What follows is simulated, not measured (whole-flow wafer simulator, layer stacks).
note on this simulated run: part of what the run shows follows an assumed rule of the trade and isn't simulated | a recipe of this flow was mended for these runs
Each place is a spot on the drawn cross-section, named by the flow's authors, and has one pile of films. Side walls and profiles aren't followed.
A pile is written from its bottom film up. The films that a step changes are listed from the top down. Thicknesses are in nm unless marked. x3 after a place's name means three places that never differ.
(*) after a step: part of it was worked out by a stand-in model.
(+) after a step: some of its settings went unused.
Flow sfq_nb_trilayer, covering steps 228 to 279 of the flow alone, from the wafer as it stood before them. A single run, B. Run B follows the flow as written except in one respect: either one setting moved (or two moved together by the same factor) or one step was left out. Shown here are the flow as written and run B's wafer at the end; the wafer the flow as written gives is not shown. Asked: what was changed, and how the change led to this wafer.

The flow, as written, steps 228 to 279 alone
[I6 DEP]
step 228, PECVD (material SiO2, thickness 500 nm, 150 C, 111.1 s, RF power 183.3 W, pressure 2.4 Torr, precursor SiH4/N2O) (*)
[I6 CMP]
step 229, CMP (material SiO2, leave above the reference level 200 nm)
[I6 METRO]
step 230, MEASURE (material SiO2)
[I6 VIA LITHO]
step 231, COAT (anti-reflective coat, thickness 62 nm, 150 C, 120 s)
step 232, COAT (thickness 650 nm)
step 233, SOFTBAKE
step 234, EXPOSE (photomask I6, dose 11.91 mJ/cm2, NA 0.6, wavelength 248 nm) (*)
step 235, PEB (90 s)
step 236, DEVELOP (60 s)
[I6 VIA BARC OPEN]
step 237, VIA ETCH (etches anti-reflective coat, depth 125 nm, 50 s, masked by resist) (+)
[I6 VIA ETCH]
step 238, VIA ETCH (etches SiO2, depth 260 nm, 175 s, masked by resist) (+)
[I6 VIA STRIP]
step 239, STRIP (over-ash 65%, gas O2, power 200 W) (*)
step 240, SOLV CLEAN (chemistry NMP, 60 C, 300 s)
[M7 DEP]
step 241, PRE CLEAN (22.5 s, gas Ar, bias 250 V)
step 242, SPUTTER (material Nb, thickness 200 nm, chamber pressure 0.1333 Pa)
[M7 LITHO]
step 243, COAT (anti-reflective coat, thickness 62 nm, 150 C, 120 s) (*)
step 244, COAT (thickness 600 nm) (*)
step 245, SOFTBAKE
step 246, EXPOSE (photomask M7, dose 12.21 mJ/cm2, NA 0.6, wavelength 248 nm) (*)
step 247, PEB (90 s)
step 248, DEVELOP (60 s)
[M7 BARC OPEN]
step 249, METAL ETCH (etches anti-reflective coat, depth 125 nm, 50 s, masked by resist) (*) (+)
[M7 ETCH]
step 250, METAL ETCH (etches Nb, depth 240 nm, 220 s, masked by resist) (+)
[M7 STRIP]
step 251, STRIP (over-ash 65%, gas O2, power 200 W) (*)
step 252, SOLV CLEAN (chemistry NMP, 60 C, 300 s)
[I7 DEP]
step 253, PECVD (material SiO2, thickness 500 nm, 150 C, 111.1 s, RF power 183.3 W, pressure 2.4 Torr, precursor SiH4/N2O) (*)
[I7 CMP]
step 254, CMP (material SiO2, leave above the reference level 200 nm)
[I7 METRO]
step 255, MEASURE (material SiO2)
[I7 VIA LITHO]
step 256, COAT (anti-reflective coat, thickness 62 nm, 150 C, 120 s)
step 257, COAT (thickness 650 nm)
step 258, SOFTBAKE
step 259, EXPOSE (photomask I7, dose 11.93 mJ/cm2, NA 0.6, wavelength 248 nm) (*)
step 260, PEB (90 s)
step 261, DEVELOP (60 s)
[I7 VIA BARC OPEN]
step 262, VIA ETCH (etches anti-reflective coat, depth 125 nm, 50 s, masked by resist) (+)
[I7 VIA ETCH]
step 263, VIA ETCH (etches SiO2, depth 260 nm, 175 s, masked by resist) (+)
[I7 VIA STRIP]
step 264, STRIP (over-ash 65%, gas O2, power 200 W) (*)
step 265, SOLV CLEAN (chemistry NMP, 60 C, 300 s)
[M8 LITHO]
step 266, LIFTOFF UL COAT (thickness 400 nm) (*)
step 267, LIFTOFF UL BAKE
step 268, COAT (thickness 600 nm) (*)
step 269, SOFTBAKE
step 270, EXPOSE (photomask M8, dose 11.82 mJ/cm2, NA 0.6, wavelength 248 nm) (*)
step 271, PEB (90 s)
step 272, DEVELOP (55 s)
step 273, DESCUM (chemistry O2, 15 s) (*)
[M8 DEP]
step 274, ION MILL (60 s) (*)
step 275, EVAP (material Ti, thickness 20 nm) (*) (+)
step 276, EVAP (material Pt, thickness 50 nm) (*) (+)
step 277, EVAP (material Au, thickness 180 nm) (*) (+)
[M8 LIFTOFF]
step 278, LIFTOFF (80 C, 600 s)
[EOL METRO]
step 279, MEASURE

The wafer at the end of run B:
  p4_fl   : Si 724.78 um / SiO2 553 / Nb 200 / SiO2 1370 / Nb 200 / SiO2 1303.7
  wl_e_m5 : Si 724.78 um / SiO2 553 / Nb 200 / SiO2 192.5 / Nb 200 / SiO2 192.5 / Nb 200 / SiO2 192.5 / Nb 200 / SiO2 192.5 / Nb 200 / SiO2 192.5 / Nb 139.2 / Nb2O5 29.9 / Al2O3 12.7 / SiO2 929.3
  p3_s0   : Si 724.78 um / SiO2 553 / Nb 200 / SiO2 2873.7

Cause: step 228, PECVD: thickness 237.5 nm was run, while the flow as written has thickness 500 nm; step 228, PECVD: 52.78 s was run, where the flow has 111.1 s.

The path from the change to this, step by step:
  step 228, PECVD (material SiO2, thickness 500 nm, 150 C, 111.1 s, RF power 183.3 W, pressure 2.4 Torr, precursor SiH4/N2O) (*)
      field_l, p4_fl, p4_fm and 62 more: SiO2 gains 237.5 (in the flow as written it would be: SiO2 gains 500)
      v_sur, via_wl, via_w and 21 more: SiO2 gains 237.5 (new film) (in the flow as written it would be: SiO2 gains 500 (new film))
      (and at 17 other places as well)
  step 229, CMP (material SiO2, leave above the reference level 200 nm)
      field_l, p4_fl, p4_fm and 59 more: nothing (in the flow as written it would be: SiO2 loses 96)
      moat, field_r, lsp_l, ln_m5, lsp_m: nothing (in the flow as written it would be: SiO2 loses 89.5)
      (and at 39 other places as well)
  step 231, COAT (anti-reflective coat, thickness 62 nm, 150 C, 120 s)
      via_w, via_v, res: anti-reflective coat gains 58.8 (new film) (in the flow as written it would be: anti-reflective coat gains 62 (new film))
      c5j, wl_f_sr: anti-reflective coat gains 107.8 (new film) (in the flow as written it would be: anti-reflective coat gains 62 (new film))
      (and at 96 other places as well)
  step 232, COAT (thickness 650 nm)
      v_sur, jj_sur, be_r: KrF-resist-other-grade gains 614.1 (new film) (in the flow as written it would be: KrF-resist-other-grade gains 650 (new film))
      res, m5r_linepad_l, m5r_linepad_r: KrF-resist-other-grade gains 597.6 (new film) (in the flow as written it would be: KrF-resist-other-grade gains 650 (new film))
      (and at 63 other places as well)
  step 236, DEVELOP (60 s)
      via_v: KrF-resist-other-grade loses 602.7 (all of it) (in the flow as written it would be: KrF-resist-other-grade loses 648.6 (all of it))
  step 237, VIA ETCH (etches anti-reflective coat, depth 125 nm, 50 s, masked by resist) (+)
      via_v: anti-reflective coat loses 58.8 (all of it), SiO2 loses 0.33 (in the flow as written it would be: anti-reflective coat loses 62 (all of it), SiO2 loses 0.31)
  step 239, STRIP (over-ash 65%, gas O2, power 200 W) (*)
      m0r_line_l, m7r_line_l: KrF-resist-other-grade loses 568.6 (all of it), anti-reflective coat loses 37.2 (all of it) (in the flow as written it would be: KrF-resist-other-grade loses 510.8 (all of it), anti-reflective coat loses 62 (all of it))
      m0r_space_l, m7r_space_l: KrF-resist-other-grade loses 522.8 (all of it), anti-reflective coat loses 93 (all of it) (in the flow as written it would be: KrF-resist-other-grade loses 510.8 (all of it), anti-reflective coat loses 62 (all of it))
      (and at 98 other places as well)
  step 242, SPUTTER (material Nb, thickness 200 nm, chamber pressure 0.1333 Pa)
      lsp_r, l0_sur, l0v: Nb gains 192 (new film) (in the flow as written it would be: Nb gains 200 (new film))
      be: Nb gains 130.6 (new film) (in the flow as written it would be: Nb gains 200 (new film))
      (and at 4 other places as well)
  step 243, COAT (anti-reflective coat, thickness 62 nm, 150 C, 120 s) (*)
      m0r_line_l, m0r_line_r, m7r_line_l, m7r_line_r: anti-reflective coat gains 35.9 (new film) (in the flow as written it would be: anti-reflective coat gains 62 (new film))
      m0r_space_l, m0r_space_r, m7r_space_l, m7r_space_r: anti-reflective coat gains 92.1 (new film) (in the flow as written it would be: anti-reflective coat gains 62 (new film))
      (and at 92 other places as well)
  step 244, COAT (thickness 600 nm) (*)
      m0r_line_l, m0r_line_r, m7r_line_l, m7r_line_r: KrF-resist-other-grade gains 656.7 (new film) (in the flow as written it would be: KrF-resist-other-grade gains 600 (new film))
      m5r_line_l, m5r_line_r: KrF-resist-other-grade gains 639.9 (new film) (in the flow as written it would be: KrF-resist-other-grade gains 600 (new film))
      (and at 67 other places as well)
  step 247, PEB (90 s)
      be: KrF-resist-other-grade loses 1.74 (in the flow as written it would be: KrF-resist-other-grade loses 1.22)
  step 248, DEVELOP (60 s)
      p4_fm, wl_e_m5: KrF-resist-other-grade loses 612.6 (all of it) (in the flow as written it would be: KrF-resist-other-grade loses 598.7 (all of it))
      m0r_line_l, m0r_line_r: KrF-resist-other-grade loses 655.3 (all of it) (in the flow as written it would be: KrF-resist-other-grade loses 598.7 (all of it))
      (and at 33 other places as well)
  step 249, METAL ETCH (etches anti-reflective coat, depth 125 nm, 50 s, masked by resist) (*) (+)
      m5r_linepad_l, m5r_linepad_r, m8r_pad_l, m8r_pad_r: anti-reflective coat loses 125 (in the flow as written it would be: anti-reflective coat loses 62 (all of it))
      m0r_space_l, m0r_space_r, m7r_space_l, m7r_space_r: anti-reflective coat loses 92.1 (all of it) (in the flow as written it would be: anti-reflective coat loses 62 (all of it))
      (and at 52 other places as well)
  step 250, METAL ETCH (etches Nb, depth 240 nm, 220 s, masked by resist) (+)
      m5r_linepad_l, m5r_linepad_r: anti-reflective coat loses 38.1 (all of it), Nb loses 200 (all of it), SiO2 loses 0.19 (in the flow as written it would be: Nb loses 200 (all of it), SiO2 loses 4)
      m8r_pad_l, m8r_pad_r: anti-reflective coat loses 25.3 (all of it), Nb loses 200 (all of it), SiO2 loses 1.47 (in the flow as written it would be: Nb loses 200 (all of it), SiO2 loses 4)
      (and at 2 other places as well)
  step 251, STRIP (over-ash 65%, gas O2, power 200 W) (*)
      m7r_line_l, m7r_line_r: KrF-resist-other-grade loses 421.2 (all of it), anti-reflective coat loses 35.9 (all of it) (in the flow as written it would be: KrF-resist-other-grade loses 364.6 (all of it), anti-reflective coat loses 62 (all of it))
      v_sur: KrF-resist-other-grade loses 326.1 (all of it), anti-reflective coat loses 28.8 (all of it) (in the flow as written it would be: KrF-resist-other-grade loses 360.6 (all of it), anti-reflective coat loses 64.6 (all of it))
      (and at 38 other places as well)
  step 253, PECVD (material SiO2, thickness 500 nm, 150 C, 111.1 s, RF power 183.3 W, pressure 2.4 Torr, precursor SiH4/N2O) (*)
      wl_c_sl, m6r_space_l, m6r_space_r: SiO2 gains 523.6 (in the flow as written it would be: SiO2 gains 500)
      be: SiO2 gains 340.1 (new film) (in the flow as written it would be: SiO2 gains 500 (new film))
      (and at 2 other places as well)
  ... 9 further steps ...
  step 278, LIFTOFF (80 C, 600 s)
      m0r_line_l, m0r_line_r: Au loses 180 (all of it), Pt loses 50 (all of it), Ti loses 20 (all of it), KrF-resist-other-grade loses 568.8 (all of it), lift-off-underlayer loses 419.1 (all of it) (in the flow as written it would be: Au loses 180 (all of it), Pt loses 50 (all of it), Ti loses 20 (all of it), KrF-resist-other-grade loses 562.7 (all of it), lift-off-underlayer loses 400 (all of it))
      m5r_space_l, m5r_space_r: Au loses 180 (all of it), Pt loses 50 (all of it), Ti loses 20 (all of it), KrF-resist-other-grade loses 564.4 (all of it), lift-off-underlayer loses 411.8 (all of it) (in the flow as written it would be: Au loses 180 (all of it), Pt loses 50 (all of it), Ti loses 20 (all of it), KrF-resist-other-grade loses 562.7 (all of it), lift-off-underlayer loses 400 (all of it))
      (and at 49 other places as well)
